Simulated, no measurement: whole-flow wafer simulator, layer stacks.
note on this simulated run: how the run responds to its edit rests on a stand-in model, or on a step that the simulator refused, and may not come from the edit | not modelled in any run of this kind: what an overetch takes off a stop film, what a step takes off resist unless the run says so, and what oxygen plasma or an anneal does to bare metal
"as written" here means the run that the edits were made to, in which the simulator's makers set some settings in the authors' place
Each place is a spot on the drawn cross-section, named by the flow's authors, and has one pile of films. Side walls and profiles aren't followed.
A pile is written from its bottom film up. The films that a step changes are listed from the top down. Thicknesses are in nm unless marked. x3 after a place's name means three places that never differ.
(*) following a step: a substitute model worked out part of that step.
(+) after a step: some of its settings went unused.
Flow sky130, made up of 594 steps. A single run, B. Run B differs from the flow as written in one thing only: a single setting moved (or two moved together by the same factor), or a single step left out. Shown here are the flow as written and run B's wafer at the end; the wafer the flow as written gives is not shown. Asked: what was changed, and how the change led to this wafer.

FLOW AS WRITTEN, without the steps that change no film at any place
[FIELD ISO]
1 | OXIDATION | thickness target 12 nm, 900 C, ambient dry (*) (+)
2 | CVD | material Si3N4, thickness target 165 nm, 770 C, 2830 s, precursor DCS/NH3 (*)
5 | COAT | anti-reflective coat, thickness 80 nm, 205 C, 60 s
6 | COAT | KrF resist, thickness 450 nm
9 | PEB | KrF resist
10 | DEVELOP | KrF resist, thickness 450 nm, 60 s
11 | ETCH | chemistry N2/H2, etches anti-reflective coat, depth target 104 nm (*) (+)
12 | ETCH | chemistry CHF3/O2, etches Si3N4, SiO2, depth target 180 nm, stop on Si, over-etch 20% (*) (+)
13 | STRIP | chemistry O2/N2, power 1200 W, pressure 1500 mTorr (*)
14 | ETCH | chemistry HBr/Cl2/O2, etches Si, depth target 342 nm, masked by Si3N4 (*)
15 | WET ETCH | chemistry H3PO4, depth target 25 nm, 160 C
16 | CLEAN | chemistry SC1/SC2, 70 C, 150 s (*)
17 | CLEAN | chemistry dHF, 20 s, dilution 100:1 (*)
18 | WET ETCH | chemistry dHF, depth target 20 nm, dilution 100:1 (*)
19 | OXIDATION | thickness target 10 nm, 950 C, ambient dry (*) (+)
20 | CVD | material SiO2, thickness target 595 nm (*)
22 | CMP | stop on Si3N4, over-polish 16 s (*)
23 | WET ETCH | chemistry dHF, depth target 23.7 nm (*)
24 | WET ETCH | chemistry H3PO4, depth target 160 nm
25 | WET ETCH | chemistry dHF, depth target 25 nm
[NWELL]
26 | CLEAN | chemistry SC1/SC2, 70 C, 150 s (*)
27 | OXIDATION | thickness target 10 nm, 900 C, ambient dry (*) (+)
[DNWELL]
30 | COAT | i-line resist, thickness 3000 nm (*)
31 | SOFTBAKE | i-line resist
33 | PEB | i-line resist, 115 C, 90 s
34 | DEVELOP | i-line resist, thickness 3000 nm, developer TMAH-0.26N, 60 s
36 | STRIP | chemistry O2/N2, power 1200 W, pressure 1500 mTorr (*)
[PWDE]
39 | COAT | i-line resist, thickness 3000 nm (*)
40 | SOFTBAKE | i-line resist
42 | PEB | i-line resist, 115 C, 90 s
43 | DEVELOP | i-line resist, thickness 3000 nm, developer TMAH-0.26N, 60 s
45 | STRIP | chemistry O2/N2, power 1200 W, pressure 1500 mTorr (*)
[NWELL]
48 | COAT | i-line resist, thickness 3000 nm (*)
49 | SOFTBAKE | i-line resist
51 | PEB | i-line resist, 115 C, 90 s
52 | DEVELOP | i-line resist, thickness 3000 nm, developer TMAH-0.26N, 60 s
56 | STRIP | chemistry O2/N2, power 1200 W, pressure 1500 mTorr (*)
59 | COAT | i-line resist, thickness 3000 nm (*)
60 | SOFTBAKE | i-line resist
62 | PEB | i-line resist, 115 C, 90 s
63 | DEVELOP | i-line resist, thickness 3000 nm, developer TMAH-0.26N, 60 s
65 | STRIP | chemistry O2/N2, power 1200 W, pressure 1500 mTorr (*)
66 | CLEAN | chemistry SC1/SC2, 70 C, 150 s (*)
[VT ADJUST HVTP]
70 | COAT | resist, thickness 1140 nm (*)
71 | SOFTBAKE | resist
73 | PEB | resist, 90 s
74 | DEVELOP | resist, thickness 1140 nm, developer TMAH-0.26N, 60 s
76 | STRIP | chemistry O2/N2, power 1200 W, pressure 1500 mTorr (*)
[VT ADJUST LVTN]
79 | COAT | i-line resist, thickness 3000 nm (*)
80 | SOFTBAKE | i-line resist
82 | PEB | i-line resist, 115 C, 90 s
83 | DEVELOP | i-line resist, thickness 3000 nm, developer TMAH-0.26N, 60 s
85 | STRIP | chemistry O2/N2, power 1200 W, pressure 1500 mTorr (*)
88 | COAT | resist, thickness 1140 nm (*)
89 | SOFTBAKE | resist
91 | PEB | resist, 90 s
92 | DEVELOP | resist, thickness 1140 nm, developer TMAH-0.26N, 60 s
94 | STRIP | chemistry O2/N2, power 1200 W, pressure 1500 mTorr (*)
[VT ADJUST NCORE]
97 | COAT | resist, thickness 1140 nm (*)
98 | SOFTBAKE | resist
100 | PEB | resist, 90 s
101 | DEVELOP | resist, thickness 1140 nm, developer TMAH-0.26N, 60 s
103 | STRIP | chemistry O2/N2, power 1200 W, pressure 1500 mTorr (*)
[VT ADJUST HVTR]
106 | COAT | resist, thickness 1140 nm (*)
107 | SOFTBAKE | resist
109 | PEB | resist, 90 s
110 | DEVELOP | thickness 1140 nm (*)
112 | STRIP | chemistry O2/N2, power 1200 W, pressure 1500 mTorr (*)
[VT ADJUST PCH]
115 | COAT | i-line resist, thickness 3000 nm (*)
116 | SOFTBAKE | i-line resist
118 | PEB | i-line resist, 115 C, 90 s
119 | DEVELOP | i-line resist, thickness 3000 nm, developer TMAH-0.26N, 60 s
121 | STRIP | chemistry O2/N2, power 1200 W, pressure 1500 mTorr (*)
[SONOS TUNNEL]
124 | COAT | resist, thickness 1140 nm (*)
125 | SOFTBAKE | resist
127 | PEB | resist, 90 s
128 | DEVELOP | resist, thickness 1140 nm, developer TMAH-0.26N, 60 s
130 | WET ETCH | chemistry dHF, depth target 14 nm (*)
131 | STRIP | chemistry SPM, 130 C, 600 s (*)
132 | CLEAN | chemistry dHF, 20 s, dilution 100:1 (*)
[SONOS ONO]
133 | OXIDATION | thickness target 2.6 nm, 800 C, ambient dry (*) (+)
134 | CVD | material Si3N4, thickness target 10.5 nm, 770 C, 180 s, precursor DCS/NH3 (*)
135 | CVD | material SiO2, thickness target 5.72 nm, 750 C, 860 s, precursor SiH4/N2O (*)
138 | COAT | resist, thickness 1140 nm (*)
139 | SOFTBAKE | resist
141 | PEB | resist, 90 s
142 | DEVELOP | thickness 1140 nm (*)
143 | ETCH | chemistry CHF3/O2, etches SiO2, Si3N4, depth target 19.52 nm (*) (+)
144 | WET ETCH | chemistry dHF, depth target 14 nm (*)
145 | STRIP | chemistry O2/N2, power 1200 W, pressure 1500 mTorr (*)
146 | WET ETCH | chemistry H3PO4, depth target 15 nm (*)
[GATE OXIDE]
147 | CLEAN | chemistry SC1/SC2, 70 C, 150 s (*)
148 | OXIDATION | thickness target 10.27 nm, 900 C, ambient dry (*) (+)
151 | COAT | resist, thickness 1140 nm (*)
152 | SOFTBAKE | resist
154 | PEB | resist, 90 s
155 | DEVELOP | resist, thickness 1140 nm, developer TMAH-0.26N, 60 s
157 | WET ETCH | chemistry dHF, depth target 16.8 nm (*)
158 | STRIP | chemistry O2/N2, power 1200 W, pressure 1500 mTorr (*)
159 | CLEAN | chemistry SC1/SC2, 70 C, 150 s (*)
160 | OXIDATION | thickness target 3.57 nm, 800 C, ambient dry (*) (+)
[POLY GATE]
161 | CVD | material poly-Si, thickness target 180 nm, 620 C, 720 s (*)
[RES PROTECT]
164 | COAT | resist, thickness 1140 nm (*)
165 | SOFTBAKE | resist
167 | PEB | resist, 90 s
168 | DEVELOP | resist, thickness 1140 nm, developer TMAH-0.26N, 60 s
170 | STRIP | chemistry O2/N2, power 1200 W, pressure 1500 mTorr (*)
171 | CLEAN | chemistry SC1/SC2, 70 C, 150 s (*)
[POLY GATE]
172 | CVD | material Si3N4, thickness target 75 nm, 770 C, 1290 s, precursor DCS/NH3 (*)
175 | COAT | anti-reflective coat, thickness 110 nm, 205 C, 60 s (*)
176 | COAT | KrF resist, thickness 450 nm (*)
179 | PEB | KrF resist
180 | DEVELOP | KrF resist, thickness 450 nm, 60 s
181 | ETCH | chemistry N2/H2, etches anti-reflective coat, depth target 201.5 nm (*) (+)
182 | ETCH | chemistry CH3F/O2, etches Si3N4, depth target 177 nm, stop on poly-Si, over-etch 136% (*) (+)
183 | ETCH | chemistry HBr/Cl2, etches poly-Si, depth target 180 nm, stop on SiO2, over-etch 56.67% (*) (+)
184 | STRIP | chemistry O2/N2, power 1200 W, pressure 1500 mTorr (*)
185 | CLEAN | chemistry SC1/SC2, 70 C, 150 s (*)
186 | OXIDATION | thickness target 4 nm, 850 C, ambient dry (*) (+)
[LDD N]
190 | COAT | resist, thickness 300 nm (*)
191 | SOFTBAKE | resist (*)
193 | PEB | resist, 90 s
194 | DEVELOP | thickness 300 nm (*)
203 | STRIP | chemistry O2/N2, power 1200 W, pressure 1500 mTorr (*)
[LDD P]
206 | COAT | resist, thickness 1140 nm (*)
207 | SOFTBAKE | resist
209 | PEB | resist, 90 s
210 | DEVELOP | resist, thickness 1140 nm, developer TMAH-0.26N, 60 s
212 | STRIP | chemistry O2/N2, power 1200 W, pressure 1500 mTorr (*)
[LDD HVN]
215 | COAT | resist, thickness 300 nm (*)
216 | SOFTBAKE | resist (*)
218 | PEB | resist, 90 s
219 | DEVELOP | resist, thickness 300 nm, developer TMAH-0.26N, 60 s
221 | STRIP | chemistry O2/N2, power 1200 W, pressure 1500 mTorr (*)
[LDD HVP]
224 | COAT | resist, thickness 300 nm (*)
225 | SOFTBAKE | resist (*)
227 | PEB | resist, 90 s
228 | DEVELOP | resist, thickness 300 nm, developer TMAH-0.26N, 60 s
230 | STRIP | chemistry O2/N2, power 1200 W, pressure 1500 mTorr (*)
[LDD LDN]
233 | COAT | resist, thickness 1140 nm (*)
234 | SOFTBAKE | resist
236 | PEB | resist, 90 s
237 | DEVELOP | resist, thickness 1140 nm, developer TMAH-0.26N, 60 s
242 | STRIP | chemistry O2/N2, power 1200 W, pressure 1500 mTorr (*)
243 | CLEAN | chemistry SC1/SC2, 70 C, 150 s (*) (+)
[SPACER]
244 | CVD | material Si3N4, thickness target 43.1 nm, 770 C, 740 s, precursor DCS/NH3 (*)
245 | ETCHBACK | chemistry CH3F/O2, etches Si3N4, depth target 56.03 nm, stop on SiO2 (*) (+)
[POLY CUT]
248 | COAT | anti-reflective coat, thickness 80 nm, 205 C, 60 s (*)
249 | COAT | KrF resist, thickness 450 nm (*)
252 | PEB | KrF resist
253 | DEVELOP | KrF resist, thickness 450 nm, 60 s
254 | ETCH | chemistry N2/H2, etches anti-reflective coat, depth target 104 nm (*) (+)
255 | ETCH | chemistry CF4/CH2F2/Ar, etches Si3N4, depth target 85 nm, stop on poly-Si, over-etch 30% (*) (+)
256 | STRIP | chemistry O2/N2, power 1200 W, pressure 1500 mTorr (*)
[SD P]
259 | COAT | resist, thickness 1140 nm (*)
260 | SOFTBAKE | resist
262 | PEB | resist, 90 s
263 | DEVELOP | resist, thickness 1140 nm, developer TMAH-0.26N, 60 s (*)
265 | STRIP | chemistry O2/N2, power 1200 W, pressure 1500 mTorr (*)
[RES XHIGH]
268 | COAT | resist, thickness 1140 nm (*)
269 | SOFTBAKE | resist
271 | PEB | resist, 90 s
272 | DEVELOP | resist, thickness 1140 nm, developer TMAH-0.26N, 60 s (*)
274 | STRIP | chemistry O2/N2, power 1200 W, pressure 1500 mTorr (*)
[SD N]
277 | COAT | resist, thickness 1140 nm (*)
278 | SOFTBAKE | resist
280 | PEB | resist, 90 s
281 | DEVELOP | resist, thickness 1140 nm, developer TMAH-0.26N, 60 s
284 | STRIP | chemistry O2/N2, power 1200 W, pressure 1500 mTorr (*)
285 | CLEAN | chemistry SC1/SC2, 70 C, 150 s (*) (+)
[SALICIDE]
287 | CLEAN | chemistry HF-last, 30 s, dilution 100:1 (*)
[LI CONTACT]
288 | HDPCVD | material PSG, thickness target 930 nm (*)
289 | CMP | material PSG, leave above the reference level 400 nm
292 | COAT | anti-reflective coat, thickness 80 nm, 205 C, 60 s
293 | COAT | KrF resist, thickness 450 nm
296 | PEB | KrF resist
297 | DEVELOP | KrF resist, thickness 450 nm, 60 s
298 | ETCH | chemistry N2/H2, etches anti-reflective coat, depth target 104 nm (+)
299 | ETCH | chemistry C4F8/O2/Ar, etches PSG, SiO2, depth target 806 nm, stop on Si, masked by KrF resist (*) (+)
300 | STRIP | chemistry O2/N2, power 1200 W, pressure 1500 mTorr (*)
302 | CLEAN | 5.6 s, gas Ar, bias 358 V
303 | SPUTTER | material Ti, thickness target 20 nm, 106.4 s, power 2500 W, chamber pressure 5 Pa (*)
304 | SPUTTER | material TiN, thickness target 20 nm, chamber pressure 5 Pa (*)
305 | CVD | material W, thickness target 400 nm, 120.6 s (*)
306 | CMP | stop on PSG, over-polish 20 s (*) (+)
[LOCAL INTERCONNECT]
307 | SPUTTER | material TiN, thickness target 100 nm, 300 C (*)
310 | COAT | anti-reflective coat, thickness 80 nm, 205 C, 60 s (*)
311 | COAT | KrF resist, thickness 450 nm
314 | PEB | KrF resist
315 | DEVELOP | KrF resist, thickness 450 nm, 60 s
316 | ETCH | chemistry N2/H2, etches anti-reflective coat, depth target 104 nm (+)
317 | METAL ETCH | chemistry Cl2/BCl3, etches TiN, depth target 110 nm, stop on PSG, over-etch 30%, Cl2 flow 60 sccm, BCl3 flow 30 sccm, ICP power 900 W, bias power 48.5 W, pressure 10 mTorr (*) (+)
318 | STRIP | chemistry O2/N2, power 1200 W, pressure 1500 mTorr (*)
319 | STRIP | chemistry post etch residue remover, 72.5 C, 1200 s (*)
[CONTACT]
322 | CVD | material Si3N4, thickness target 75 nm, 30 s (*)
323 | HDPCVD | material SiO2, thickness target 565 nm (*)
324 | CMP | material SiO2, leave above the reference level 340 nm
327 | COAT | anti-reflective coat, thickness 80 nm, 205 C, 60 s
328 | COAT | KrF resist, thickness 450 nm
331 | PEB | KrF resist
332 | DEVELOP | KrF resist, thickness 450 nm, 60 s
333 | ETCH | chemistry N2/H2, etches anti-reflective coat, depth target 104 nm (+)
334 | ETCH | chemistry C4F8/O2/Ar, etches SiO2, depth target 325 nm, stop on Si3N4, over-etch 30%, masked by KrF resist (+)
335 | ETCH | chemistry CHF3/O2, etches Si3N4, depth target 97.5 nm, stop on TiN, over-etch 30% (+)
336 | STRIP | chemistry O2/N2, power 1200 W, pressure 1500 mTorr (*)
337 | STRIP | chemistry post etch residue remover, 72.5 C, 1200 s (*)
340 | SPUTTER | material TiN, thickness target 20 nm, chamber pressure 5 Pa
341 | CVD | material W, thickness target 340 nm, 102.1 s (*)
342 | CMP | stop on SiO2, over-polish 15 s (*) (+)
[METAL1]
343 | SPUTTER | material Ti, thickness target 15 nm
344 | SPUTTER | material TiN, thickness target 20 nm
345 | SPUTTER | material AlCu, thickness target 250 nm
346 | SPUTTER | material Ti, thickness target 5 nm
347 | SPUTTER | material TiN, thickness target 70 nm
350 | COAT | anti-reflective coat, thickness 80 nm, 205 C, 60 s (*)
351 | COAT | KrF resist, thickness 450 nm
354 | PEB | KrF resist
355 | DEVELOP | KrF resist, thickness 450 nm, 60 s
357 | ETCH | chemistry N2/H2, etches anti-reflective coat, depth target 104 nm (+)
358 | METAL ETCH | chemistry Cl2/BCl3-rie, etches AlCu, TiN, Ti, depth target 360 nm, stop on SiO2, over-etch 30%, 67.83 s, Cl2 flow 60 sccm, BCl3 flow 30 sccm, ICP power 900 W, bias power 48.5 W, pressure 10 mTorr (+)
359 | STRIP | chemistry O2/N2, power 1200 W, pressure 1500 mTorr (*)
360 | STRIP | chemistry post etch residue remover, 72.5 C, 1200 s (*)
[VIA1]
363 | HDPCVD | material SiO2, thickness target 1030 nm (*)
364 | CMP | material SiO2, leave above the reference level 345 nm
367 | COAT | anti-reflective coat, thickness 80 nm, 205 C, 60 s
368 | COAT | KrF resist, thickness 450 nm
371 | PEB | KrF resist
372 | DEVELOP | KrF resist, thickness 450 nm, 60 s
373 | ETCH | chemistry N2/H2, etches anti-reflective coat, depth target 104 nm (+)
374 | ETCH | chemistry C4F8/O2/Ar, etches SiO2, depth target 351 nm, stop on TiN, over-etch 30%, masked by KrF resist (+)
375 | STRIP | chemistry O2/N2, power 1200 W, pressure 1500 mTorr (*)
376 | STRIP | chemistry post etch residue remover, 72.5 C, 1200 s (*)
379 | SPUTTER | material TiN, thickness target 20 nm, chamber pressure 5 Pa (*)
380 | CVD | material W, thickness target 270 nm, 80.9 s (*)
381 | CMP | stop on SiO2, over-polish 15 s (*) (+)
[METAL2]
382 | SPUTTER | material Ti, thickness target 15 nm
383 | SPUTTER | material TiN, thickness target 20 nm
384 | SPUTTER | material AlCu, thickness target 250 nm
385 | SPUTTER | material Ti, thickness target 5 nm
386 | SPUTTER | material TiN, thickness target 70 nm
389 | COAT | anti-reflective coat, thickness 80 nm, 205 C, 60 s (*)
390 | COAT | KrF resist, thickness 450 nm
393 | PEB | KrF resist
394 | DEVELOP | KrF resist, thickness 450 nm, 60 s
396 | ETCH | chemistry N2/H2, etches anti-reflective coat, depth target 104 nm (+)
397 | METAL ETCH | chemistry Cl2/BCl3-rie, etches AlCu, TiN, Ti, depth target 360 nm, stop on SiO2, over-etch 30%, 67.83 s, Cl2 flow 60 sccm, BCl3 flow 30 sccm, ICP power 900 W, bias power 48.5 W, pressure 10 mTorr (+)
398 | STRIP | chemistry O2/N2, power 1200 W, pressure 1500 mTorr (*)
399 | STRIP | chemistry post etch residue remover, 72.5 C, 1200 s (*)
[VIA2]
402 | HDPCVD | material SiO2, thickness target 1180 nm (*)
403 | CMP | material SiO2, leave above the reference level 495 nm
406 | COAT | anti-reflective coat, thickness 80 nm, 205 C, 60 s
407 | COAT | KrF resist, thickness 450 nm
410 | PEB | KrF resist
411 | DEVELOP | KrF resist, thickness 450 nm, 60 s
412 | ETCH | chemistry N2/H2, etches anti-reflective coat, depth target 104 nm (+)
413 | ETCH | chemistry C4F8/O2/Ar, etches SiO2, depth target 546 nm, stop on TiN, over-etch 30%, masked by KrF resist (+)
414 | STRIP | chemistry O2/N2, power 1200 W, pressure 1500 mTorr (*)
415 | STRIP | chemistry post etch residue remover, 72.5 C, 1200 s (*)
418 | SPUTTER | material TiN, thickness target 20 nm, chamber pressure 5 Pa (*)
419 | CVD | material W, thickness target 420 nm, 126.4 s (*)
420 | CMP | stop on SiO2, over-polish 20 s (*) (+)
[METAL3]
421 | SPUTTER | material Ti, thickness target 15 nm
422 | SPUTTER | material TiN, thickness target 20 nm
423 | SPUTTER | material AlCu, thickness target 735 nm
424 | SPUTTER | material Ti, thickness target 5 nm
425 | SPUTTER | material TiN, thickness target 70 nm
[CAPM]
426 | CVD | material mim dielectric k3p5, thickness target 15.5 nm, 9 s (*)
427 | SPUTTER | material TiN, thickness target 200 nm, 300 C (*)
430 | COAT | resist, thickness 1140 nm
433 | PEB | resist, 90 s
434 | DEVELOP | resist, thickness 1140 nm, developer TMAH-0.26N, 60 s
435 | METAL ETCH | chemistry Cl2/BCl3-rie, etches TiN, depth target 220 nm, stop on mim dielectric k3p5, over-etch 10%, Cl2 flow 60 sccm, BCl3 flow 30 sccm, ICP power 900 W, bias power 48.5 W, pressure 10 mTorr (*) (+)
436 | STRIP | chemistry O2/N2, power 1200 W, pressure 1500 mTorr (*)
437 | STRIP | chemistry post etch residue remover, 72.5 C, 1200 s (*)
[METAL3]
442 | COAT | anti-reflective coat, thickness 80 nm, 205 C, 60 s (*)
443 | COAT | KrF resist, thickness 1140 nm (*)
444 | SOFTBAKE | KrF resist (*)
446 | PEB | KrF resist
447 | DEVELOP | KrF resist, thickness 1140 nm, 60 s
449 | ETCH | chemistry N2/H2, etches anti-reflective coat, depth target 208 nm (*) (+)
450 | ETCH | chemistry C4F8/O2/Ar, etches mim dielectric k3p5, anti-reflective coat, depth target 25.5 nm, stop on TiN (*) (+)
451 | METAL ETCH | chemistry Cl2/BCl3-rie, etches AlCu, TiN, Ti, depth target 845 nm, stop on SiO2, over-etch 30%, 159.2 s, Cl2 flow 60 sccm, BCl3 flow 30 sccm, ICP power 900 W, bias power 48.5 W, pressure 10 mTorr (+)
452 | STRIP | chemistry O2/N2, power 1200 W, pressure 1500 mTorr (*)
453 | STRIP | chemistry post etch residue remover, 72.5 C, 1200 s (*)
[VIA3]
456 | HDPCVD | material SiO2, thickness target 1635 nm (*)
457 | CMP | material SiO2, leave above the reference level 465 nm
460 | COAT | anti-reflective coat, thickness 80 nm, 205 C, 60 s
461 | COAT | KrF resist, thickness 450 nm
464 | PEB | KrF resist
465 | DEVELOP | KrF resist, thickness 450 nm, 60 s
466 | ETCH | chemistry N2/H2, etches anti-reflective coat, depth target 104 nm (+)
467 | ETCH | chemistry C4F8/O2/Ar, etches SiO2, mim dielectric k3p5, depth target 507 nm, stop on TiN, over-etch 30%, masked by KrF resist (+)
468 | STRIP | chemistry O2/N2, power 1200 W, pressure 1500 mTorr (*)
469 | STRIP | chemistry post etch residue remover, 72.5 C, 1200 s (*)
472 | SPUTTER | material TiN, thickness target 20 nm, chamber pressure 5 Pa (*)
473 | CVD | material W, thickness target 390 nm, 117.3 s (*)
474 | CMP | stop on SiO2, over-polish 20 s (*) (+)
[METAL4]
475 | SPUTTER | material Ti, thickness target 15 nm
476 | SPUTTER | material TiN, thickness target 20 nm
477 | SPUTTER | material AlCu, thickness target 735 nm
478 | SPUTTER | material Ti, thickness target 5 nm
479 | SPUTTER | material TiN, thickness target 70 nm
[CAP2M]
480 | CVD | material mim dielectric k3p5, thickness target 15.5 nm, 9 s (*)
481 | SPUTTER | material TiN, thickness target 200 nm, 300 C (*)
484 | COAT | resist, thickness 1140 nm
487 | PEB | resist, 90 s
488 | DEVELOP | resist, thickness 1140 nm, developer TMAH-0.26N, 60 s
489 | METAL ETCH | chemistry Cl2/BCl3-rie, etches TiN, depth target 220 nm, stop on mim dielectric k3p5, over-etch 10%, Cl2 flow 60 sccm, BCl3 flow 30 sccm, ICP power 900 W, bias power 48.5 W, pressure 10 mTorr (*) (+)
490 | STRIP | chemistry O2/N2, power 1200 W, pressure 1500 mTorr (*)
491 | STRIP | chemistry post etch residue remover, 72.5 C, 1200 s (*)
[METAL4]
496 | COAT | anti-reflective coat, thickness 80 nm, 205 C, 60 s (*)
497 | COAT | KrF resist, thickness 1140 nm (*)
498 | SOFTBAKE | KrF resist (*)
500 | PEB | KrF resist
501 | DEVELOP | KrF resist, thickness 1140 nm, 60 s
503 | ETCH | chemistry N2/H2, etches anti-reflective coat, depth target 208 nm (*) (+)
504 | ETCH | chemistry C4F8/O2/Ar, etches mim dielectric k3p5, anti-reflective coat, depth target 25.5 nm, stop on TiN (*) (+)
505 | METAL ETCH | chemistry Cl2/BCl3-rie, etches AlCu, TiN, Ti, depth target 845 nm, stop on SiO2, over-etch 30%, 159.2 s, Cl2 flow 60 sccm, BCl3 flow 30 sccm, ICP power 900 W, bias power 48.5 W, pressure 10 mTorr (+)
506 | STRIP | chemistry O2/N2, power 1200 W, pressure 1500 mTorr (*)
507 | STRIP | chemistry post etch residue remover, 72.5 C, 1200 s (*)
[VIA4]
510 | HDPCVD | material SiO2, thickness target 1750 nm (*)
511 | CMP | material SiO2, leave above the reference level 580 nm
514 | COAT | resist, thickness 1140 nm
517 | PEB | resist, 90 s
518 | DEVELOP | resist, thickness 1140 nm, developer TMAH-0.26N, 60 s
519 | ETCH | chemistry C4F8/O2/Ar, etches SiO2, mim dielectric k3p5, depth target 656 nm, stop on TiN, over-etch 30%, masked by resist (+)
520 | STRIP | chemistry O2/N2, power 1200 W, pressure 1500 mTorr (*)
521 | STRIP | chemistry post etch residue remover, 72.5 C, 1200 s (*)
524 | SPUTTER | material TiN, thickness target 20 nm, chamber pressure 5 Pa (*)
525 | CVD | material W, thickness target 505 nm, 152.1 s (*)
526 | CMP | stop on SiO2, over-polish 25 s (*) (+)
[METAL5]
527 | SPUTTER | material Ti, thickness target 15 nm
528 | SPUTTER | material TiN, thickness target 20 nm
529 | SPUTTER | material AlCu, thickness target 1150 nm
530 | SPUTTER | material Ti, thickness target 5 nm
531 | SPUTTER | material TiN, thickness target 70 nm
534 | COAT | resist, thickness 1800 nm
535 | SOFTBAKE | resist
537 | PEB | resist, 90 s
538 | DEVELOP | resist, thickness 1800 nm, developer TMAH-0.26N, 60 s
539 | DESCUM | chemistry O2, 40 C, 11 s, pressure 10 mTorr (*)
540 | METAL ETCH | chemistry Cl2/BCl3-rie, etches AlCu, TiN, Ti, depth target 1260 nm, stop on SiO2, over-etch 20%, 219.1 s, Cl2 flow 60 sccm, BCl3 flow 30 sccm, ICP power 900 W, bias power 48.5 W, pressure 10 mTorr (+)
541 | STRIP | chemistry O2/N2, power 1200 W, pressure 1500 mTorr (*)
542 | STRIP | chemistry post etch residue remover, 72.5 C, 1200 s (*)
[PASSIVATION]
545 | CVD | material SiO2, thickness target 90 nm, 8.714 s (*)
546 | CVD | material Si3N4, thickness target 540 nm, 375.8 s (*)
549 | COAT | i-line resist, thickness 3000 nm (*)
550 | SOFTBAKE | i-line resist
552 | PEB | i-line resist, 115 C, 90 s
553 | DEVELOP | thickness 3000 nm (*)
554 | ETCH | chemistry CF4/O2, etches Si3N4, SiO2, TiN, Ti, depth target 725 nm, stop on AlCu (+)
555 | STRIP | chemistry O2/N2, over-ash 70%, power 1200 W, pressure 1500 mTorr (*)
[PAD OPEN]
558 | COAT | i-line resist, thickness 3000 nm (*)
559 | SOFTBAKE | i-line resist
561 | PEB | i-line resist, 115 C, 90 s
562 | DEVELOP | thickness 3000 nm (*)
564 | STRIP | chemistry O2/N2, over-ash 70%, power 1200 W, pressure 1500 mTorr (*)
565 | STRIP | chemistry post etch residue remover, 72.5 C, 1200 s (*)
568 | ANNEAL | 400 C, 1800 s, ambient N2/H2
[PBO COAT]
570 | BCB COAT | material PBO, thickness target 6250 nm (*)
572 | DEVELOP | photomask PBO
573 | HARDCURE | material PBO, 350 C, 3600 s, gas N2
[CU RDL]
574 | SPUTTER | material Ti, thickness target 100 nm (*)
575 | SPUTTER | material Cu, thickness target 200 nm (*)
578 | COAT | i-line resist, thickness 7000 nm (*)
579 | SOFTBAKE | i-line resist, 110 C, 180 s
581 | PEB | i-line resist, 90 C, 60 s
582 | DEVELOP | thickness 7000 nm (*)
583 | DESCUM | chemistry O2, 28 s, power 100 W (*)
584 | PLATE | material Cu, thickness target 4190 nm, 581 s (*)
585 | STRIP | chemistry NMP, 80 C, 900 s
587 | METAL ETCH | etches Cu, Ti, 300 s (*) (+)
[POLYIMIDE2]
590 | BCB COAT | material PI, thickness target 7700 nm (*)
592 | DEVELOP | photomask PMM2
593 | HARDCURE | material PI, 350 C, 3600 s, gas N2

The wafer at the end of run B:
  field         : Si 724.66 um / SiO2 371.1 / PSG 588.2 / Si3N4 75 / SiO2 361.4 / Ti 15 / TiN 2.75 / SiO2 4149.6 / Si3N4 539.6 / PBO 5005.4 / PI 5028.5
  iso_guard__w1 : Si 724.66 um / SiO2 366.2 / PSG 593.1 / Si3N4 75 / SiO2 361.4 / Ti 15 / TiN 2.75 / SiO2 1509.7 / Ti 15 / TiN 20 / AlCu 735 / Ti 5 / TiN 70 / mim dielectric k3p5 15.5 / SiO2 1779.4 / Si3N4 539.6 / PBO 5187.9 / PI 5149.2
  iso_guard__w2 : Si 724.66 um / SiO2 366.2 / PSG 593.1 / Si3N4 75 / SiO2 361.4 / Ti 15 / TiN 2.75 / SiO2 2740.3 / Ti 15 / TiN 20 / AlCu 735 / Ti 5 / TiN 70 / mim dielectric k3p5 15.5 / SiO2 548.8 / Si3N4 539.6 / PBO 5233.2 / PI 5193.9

The reason: step 345, SPUTTER: thickness target 375 nm was run, whereas the flow has thickness target 250 nm; step 346, SPUTTER: thickness target 7.5 nm was run, where the flow has thickness target 5 nm.

Step by step, how the change led to this:
  345 | SPUTTER | material AlCu, thickness target 250 nm
      field, active, n_well and 188 more: AlCu gains 375 (new film) (as written it would have been: AlCu gains 250 (new film))
  346 | SPUTTER | material Ti, thickness target 5 nm
      field, active, n_well and 188 more: Ti gains 7.5 (new film) (as written it would have been: Ti gains 5 (new film))
  358 | METAL ETCH | chemistry Cl2/BCl3-rie, etches AlCu, TiN, Ti, depth target 360 nm, stop on SiO2, over-etch 30%, 67.83 s, Cl2 flow 60 sccm, BCl3 flow 30 sccm, ICP power 900 W, bias power 48.5 W, pressure 10 mTorr (+)
      field, active, gate and 81 more: TiN loses 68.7 (all of it), Ti loses 7.5 (all of it), AlCu loses 375 (all of it), TiN loses 16.8 (as written it would have been: TiN loses 68.7 (all of it), Ti loses 5 (all of it), AlCu loses 250 (all of it), TiN loses 20 (all of it), Ti loses 15 (all of it), SiO2 loses 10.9)
  363 | HDPCVD | material SiO2, thickness target 1030 nm (*)
      field, active, gate and 81 more: SiO2 gains 1030 (new film) (as written it would have been: SiO2 gains 1030)
  364 | CMP | material SiO2, leave above the reference level 345 nm
      field, active, gate and 81 more: SiO2 loses 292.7 (as written it would have been: SiO2 loses 389.1)
Taking metal films that touch as one body, field has 1 body; the flow as written gives 0 bodies.
Taking metal films that touch as one body, iso_guard__w1 has 2 bodies (between them, from the top down: SiO2 1509.7); the flow as written gives 1 body.
Taking metal films that touch as one body, iso_guard__w2 has 2 bodies (between them, from the top down: SiO2 2740.3); the flow as written gives 1 body.
